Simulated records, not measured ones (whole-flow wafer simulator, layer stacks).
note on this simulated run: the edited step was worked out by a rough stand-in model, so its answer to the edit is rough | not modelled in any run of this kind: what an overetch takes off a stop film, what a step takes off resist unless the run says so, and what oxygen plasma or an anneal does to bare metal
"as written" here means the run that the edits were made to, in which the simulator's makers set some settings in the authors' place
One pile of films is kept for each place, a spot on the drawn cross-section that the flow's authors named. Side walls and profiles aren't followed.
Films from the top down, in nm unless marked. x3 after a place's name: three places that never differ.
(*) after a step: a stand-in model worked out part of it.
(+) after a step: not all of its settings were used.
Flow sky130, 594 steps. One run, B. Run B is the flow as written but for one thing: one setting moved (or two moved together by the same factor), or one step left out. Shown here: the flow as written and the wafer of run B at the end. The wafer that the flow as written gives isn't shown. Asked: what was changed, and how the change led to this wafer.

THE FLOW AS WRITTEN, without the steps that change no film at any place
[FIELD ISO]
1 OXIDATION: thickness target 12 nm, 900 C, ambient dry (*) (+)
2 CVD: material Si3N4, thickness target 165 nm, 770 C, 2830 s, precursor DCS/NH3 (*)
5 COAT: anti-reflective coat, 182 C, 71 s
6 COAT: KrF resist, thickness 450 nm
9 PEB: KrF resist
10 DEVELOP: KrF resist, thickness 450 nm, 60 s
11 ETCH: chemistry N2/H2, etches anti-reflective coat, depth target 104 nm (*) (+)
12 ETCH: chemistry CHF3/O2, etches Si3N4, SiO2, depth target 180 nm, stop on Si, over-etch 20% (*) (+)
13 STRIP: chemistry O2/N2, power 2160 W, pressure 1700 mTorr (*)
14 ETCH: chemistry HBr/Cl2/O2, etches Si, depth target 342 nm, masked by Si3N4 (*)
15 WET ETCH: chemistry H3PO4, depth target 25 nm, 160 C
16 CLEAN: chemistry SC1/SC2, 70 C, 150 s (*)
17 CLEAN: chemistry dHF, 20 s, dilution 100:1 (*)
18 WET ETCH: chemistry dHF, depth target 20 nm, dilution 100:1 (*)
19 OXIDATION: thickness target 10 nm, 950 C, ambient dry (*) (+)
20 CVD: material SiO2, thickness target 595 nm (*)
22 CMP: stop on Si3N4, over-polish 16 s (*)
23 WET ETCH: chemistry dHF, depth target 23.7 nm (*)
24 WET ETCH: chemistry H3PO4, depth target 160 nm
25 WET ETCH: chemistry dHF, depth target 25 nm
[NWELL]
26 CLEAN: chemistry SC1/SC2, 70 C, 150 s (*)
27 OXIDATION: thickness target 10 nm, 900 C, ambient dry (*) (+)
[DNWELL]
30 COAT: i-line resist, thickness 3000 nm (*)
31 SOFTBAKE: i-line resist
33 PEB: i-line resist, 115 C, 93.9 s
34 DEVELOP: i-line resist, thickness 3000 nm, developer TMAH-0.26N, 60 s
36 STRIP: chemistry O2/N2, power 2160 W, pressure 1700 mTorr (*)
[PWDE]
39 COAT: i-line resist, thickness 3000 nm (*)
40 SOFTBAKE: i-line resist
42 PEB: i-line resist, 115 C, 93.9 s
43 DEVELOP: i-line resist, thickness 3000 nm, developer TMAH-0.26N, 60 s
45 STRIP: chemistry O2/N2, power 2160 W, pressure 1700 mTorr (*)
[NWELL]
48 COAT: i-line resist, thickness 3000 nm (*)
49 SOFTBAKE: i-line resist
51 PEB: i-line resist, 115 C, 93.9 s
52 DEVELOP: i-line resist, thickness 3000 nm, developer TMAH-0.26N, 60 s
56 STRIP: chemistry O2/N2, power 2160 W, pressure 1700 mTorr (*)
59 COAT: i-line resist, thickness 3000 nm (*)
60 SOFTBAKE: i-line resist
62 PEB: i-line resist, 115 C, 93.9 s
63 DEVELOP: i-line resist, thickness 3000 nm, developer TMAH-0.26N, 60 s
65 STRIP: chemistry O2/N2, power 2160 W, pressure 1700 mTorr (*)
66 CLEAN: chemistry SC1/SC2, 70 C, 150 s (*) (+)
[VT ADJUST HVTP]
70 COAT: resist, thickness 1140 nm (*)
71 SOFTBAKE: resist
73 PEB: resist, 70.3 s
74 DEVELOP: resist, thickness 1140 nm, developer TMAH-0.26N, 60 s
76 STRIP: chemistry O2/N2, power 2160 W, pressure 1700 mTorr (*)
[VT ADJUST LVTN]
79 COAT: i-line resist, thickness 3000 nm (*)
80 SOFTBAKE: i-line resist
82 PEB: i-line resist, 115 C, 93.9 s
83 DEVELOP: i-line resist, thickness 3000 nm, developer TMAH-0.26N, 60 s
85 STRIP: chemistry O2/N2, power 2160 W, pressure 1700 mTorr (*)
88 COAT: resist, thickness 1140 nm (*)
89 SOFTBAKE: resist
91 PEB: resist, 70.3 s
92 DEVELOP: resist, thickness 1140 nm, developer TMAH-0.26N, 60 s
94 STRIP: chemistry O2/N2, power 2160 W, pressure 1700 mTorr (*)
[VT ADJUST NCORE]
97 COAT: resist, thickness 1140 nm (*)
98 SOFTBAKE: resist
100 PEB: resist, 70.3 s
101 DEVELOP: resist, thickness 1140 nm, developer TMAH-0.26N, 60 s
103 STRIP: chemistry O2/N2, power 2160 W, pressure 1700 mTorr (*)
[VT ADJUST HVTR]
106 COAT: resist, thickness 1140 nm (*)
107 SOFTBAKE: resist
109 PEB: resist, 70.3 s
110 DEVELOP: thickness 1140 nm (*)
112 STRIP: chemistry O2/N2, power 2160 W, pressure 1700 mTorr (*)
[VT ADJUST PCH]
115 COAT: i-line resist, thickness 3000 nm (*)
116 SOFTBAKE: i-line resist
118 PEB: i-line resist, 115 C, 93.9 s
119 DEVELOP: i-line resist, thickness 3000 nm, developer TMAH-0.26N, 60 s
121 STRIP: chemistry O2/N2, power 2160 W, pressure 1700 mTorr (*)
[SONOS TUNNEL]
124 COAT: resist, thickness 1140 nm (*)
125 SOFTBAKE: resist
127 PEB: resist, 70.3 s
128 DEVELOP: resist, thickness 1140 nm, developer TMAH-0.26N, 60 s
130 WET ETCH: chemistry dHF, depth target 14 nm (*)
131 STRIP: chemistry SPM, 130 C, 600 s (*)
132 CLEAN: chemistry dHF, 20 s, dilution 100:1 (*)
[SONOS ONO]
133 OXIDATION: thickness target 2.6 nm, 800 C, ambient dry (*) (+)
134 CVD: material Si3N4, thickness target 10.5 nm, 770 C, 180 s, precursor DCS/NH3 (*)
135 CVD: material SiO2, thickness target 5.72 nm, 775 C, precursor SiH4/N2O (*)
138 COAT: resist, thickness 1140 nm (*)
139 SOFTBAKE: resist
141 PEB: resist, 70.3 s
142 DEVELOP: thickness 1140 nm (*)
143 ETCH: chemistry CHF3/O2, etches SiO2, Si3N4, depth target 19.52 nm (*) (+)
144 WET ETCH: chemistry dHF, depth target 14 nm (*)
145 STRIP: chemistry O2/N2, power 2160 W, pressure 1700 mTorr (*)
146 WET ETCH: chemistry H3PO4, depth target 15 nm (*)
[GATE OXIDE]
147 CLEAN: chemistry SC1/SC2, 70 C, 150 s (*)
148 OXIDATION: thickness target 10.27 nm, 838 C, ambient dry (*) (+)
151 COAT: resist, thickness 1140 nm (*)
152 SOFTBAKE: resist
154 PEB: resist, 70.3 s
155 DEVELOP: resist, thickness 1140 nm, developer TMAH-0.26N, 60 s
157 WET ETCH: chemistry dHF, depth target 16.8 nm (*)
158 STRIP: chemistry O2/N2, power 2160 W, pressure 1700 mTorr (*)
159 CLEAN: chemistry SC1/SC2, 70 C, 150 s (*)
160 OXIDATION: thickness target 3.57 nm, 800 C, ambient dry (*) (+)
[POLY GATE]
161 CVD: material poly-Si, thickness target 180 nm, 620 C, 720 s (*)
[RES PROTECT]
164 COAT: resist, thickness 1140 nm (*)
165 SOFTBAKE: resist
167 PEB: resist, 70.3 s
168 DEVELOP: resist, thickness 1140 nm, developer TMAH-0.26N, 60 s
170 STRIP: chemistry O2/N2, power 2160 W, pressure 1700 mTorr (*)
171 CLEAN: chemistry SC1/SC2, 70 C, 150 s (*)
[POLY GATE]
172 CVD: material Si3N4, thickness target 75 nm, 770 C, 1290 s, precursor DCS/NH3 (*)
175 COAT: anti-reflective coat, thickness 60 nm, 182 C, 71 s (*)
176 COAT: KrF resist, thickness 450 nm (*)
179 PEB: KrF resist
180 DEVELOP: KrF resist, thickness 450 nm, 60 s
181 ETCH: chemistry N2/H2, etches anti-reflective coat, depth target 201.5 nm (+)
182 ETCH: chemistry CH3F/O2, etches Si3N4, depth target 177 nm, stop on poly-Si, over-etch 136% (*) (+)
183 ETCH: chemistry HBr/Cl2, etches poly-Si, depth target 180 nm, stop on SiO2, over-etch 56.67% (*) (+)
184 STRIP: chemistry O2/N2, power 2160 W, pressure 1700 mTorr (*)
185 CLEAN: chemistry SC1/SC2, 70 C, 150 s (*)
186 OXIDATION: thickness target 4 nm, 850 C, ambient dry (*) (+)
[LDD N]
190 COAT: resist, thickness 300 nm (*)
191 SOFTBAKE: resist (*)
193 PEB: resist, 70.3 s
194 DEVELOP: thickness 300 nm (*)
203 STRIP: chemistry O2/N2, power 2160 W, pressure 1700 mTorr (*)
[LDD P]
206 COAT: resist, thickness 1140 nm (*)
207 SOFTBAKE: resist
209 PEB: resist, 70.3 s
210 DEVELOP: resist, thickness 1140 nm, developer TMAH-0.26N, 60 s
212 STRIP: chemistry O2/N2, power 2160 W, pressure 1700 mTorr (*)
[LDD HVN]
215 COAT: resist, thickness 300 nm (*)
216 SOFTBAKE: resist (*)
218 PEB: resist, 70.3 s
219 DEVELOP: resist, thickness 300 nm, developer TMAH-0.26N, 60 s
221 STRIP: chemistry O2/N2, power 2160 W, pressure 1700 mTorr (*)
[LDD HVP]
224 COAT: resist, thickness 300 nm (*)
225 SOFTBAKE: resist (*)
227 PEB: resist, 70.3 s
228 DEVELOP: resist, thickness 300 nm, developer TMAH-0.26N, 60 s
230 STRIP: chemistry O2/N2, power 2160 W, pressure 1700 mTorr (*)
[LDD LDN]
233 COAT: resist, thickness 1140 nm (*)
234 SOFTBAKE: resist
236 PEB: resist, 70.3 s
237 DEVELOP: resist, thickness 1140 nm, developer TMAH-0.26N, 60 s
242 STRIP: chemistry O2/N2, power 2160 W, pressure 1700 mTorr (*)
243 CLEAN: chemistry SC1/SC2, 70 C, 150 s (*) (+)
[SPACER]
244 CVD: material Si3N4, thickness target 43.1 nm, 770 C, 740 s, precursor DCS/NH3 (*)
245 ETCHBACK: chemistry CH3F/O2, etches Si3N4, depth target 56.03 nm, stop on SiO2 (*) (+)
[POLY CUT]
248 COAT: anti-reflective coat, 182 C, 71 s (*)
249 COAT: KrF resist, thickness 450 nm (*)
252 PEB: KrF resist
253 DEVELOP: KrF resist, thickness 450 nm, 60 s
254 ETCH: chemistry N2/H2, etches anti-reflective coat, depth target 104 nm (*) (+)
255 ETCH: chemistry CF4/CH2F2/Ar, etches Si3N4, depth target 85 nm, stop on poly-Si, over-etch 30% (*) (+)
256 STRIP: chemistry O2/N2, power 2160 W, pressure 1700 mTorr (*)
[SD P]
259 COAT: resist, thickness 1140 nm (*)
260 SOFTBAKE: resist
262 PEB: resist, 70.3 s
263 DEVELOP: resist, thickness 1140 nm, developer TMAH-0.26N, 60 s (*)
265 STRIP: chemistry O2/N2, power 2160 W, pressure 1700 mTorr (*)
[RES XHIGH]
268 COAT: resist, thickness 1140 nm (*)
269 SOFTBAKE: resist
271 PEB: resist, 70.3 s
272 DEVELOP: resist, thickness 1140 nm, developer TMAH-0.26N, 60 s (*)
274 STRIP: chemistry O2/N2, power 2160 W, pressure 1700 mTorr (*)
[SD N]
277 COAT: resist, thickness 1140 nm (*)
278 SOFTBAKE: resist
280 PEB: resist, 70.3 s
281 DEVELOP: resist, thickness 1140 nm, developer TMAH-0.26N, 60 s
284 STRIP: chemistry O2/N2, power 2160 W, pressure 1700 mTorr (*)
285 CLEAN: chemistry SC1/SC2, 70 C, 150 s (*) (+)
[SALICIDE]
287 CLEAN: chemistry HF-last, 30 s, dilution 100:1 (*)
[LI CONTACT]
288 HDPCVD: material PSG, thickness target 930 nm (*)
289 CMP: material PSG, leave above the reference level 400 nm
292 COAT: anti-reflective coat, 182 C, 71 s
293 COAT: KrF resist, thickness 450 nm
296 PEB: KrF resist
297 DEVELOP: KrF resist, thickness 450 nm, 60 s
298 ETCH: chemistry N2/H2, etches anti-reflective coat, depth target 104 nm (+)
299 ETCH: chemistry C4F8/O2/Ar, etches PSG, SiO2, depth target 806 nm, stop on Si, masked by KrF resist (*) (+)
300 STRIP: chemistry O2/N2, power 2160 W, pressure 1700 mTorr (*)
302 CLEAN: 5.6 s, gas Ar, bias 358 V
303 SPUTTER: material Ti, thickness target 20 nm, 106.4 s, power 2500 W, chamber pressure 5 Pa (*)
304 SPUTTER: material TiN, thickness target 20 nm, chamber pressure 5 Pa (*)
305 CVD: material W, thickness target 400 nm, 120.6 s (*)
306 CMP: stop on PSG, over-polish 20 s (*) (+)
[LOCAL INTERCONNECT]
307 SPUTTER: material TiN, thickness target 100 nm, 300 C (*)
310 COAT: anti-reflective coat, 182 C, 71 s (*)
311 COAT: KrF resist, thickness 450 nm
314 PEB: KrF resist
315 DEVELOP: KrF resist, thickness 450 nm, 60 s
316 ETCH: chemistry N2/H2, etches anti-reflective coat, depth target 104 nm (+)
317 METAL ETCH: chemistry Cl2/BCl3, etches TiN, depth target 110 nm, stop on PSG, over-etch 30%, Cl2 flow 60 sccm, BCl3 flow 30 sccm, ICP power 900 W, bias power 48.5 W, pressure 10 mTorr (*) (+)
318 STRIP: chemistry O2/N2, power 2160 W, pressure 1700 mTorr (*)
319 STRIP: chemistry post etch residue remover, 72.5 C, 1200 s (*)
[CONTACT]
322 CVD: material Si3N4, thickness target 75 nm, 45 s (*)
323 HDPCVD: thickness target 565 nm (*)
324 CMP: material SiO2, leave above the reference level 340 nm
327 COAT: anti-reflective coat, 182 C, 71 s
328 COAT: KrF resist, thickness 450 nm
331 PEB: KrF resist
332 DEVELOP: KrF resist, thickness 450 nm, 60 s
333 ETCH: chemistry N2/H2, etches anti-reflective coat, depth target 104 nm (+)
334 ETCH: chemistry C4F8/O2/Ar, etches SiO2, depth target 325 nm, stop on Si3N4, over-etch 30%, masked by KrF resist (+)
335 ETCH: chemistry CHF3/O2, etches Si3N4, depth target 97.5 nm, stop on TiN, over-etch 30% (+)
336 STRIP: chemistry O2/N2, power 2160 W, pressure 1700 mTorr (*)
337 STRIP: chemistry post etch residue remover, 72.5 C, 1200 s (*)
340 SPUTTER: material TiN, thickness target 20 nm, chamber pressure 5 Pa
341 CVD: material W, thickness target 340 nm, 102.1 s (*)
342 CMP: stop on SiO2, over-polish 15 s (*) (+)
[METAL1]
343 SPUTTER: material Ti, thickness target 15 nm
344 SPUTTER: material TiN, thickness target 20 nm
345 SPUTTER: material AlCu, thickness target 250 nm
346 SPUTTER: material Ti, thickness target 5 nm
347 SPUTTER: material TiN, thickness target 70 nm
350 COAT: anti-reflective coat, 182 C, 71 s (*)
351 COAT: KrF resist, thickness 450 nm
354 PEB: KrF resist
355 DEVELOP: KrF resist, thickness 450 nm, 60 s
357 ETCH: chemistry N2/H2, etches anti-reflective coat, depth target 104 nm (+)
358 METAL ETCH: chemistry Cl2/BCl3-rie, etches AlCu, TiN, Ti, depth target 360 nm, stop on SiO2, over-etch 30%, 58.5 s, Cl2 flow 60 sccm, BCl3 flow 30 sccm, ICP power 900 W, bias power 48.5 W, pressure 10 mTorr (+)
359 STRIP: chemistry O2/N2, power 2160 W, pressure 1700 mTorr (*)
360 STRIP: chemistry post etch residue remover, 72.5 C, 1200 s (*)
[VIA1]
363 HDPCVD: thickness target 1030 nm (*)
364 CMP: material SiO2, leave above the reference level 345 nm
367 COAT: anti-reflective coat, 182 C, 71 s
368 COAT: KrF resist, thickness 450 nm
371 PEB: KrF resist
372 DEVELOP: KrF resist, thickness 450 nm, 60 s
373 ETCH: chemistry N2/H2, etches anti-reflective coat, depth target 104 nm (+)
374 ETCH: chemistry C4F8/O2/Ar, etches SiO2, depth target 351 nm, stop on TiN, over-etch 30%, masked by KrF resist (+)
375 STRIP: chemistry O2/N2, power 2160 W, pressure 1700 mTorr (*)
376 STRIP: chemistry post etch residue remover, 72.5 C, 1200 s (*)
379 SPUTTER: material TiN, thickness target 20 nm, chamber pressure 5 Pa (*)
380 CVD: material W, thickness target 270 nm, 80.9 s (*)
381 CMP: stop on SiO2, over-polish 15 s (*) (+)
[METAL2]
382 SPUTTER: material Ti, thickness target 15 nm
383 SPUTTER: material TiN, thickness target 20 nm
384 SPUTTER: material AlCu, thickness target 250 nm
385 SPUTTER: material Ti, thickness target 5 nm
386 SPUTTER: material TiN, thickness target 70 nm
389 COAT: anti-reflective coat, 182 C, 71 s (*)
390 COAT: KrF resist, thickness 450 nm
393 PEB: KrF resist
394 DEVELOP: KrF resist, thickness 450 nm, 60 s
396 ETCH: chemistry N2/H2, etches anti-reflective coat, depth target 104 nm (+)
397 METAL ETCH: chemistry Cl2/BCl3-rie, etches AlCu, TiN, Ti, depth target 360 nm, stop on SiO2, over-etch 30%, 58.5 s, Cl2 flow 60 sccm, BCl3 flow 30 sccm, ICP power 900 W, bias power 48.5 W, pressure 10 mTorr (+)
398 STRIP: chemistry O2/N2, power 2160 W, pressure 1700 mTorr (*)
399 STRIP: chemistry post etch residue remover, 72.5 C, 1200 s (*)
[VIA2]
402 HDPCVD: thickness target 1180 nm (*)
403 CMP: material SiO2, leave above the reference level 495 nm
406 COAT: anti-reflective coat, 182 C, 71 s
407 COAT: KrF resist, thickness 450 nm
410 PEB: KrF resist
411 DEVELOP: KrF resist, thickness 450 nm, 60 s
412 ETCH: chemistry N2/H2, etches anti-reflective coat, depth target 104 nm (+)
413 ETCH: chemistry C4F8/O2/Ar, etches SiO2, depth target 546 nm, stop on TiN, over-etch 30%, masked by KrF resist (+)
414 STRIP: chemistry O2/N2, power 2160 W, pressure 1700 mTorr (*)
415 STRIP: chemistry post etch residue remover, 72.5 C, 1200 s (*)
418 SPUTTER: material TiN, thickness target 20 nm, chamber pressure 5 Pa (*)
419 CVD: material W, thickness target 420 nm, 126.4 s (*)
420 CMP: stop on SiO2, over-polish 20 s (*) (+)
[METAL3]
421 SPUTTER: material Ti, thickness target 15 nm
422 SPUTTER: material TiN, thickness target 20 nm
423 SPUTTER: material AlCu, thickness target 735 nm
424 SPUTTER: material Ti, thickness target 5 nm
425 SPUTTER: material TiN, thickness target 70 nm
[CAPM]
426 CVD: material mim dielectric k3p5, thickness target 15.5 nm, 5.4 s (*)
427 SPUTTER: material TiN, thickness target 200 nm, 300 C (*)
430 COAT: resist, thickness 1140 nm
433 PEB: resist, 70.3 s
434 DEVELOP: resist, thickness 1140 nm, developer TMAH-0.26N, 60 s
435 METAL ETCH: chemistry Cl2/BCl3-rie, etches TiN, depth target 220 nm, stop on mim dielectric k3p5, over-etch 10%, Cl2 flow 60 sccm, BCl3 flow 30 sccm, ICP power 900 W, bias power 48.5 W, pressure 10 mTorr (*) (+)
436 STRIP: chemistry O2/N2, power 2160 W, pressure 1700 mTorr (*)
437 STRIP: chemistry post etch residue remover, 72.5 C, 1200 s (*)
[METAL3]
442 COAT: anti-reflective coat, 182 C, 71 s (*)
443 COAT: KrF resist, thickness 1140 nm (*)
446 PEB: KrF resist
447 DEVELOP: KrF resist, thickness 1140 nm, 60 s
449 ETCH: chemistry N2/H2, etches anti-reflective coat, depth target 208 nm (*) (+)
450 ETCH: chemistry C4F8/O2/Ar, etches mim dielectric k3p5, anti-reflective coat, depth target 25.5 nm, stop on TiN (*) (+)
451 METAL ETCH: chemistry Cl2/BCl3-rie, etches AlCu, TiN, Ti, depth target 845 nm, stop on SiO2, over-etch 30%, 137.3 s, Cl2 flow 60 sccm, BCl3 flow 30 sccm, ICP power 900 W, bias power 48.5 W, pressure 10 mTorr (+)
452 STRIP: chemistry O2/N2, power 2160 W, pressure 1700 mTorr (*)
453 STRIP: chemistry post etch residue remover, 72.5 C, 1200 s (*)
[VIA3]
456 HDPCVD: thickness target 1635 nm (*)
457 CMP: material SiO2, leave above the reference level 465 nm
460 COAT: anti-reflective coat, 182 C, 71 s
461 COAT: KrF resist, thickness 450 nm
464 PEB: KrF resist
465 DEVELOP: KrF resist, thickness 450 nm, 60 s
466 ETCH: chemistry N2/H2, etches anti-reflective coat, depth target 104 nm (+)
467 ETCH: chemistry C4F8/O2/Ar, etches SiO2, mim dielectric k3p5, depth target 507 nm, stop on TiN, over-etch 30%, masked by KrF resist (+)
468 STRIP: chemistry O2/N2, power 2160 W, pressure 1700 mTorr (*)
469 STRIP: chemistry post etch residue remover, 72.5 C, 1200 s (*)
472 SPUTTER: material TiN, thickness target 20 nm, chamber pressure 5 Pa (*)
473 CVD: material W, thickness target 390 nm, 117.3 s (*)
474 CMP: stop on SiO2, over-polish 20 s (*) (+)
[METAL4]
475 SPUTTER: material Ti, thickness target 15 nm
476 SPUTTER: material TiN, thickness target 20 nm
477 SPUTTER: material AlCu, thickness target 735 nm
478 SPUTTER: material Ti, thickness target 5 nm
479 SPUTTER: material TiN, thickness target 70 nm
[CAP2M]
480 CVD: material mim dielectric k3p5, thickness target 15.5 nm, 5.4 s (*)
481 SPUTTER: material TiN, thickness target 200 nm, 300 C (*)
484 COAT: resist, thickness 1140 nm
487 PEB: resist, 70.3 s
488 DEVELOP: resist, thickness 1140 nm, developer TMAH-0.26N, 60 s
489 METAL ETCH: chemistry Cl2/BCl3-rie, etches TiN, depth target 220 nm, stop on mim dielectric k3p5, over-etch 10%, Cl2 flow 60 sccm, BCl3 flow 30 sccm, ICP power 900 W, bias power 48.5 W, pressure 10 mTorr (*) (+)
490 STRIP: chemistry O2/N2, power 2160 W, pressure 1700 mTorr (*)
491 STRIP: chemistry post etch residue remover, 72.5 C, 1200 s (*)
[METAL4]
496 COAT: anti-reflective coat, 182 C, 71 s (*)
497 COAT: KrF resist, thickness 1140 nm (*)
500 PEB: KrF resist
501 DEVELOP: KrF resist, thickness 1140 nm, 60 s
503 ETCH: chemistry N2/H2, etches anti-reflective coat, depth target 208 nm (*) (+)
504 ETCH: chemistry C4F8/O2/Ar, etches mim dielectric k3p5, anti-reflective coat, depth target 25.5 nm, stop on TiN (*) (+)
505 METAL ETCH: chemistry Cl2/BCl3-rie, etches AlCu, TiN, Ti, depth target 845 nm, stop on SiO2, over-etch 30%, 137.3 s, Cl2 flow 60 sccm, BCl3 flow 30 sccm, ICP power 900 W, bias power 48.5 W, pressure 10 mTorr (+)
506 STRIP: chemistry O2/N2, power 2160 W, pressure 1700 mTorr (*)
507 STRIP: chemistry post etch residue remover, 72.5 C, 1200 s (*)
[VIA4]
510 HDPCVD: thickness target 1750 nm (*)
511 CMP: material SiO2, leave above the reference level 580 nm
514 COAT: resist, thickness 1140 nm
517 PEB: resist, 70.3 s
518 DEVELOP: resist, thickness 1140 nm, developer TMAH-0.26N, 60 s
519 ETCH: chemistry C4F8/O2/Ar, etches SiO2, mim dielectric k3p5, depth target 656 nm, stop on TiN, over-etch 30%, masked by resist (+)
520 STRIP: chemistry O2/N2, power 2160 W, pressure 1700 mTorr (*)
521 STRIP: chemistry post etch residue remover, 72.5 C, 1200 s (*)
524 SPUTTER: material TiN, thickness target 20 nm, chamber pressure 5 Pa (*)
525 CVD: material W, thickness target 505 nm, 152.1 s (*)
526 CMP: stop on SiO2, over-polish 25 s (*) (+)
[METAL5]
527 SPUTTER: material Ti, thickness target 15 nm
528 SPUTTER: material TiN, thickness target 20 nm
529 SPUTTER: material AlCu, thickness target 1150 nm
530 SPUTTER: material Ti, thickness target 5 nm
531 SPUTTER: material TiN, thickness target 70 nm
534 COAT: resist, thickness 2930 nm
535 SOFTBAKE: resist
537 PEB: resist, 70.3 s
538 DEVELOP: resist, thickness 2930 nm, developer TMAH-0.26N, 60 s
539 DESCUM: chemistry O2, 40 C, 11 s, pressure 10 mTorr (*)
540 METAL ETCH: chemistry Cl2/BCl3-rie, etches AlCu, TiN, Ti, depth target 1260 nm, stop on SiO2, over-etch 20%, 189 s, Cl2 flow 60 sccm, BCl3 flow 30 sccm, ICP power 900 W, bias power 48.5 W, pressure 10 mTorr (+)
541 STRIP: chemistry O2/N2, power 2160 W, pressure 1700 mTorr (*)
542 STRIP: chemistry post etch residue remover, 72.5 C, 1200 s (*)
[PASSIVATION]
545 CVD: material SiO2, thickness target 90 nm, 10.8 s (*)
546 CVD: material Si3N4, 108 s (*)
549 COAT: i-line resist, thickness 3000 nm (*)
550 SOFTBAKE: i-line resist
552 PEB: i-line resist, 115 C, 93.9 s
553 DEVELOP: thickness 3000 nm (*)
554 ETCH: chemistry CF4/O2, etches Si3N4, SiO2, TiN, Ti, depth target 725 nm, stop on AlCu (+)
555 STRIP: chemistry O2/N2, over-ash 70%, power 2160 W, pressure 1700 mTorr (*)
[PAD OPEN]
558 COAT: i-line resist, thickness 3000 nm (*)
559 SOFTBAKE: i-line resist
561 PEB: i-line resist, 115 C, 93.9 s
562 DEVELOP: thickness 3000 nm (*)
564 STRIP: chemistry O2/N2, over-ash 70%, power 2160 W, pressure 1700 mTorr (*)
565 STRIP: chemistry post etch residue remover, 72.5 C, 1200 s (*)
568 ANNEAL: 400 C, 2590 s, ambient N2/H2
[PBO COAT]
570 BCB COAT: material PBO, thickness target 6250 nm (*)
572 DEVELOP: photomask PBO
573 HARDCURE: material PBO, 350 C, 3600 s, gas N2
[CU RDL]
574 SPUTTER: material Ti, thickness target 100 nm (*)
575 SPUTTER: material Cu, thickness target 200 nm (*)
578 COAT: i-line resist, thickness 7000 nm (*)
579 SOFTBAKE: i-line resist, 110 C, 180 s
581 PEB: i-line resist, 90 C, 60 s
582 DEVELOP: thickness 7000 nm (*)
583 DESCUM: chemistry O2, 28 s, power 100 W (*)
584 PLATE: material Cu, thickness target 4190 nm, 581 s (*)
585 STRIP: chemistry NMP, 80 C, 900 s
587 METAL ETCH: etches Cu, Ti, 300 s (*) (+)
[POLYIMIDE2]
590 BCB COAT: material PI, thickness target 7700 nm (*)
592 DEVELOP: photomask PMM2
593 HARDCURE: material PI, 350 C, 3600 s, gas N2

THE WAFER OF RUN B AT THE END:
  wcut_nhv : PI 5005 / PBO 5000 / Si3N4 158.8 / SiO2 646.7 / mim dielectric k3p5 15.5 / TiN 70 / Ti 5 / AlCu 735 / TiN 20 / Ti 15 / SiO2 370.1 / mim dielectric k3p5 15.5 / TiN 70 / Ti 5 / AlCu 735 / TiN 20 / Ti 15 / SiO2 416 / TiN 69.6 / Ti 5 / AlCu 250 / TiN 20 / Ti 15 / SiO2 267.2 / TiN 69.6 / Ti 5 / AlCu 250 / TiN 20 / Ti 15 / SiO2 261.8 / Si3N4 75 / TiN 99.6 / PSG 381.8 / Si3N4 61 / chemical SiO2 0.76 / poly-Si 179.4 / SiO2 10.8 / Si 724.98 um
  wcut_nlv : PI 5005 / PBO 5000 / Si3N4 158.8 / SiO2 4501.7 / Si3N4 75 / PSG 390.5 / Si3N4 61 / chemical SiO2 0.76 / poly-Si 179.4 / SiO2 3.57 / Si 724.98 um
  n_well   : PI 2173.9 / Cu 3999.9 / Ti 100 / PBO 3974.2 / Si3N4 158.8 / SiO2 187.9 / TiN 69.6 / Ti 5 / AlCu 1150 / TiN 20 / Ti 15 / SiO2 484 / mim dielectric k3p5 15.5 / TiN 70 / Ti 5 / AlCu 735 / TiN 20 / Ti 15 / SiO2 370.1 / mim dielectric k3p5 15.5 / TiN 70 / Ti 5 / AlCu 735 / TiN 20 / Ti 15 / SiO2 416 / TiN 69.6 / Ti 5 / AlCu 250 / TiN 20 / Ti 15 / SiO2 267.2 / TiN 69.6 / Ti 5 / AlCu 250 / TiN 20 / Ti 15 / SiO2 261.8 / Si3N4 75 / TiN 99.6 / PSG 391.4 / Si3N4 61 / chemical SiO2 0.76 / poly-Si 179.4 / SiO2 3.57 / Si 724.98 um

The cause: step 545, CVD: thickness target 136 nm was run, where the flow has thickness target 90 nm; step 545, CVD: 16.3 s was run, where the flow has 10.8 s.

How the change led to this, step by step:
  545 CVD: material SiO2, thickness target 90 nm, 10.8 s (*)
      field, active, gate and 175 more: SiO2 +187.9 (as written it would be: SiO2 +125.2)
      n_well, p_well, sd_n and 12 more: SiO2 +187.9 (new film) (as written it would be: SiO2 +125.2 (new film))
  550 SOFTBAKE: i-line resist
      active: i-line resist +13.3 (as written it would be: i-line resist +12)
      gate: i-line resist -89 (as written it would be: i-line resist -85.5)
      (and at 60 more places)
  554 ETCH: chemistry CF4/O2, etches Si3N4, SiO2, TiN, Ti, depth target 725 nm, stop on AlCu (+)
      field, active, n_well and 189 more: i-line resist -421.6 (as written it would be: i-line resist -358.9)
      pad: Si3N4 -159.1 (all of it), SiO2 -187.9 (all of it), TiN -69.6 (all of it), Ti -5 (all of it) (as written it would be: Si3N4 -159.1 (all of it), SiO2 -125.2 (all of it), TiN -69.6 (all of it), Ti -5 (all of it))
  555 STRIP: chemistry O2/N2, over-ash 70%, power 2160 W, pressure 1700 mTorr (*)
      gate_hv, dice_street, iso_guard and 83 more: i-line resist -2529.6 (all of it) (as written it would be: i-line resist -2592.4 (all of it))
      n_well, p_well, sd_n, sd_p: i-line resist -1278.1 (all of it) (as written it would be: i-line resist -1340.8 (all of it))
      (and at 102 more places)
  558 COAT: i-line resist, thickness 3000 nm (*)
      pad: i-line resist +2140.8 (new film) (as written it would be: i-line resist +2077.7 (new film))
  559 SOFTBAKE: i-line resist
      field: i-line resist +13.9 (as written it would be: i-line resist +12.5)
      active: i-line resist +13.3 (as written it would be: i-line resist +12)
      (and at 67 more places)
  561 PEB: i-line resist, 115 C, 93.9 s
      pad: i-line resist -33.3 (as written it would be: i-line resist -32.2)
  562 DEVELOP: thickness 3000 nm (*)
      pad: i-line resist -2107.5 (all of it) (as written it would be: i-line resist -2045.5 (all of it))
  578 COAT: i-line resist, thickness 7000 nm (*)
      pad: i-line resist +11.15 um (new film) (as written it would be: i-line resist +11.08 um (new film))
  579 SOFTBAKE: i-line resist, 110 C, 180 s
      ndiff_licon_rim, ndiff_licon: i-line resist -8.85 (as written it would be: i-line resist -8.01)
      rpo_hd_licon, mim2: i-line resist -15.8 (as written it would be: i-line resist -14.9)
      (and at 26 more places)
  582 DEVELOP: thickness 7000 nm (*)
      pad: i-line resist -11.15 um (all of it) (as written it would be: i-line resist -11.08 um (all of it))
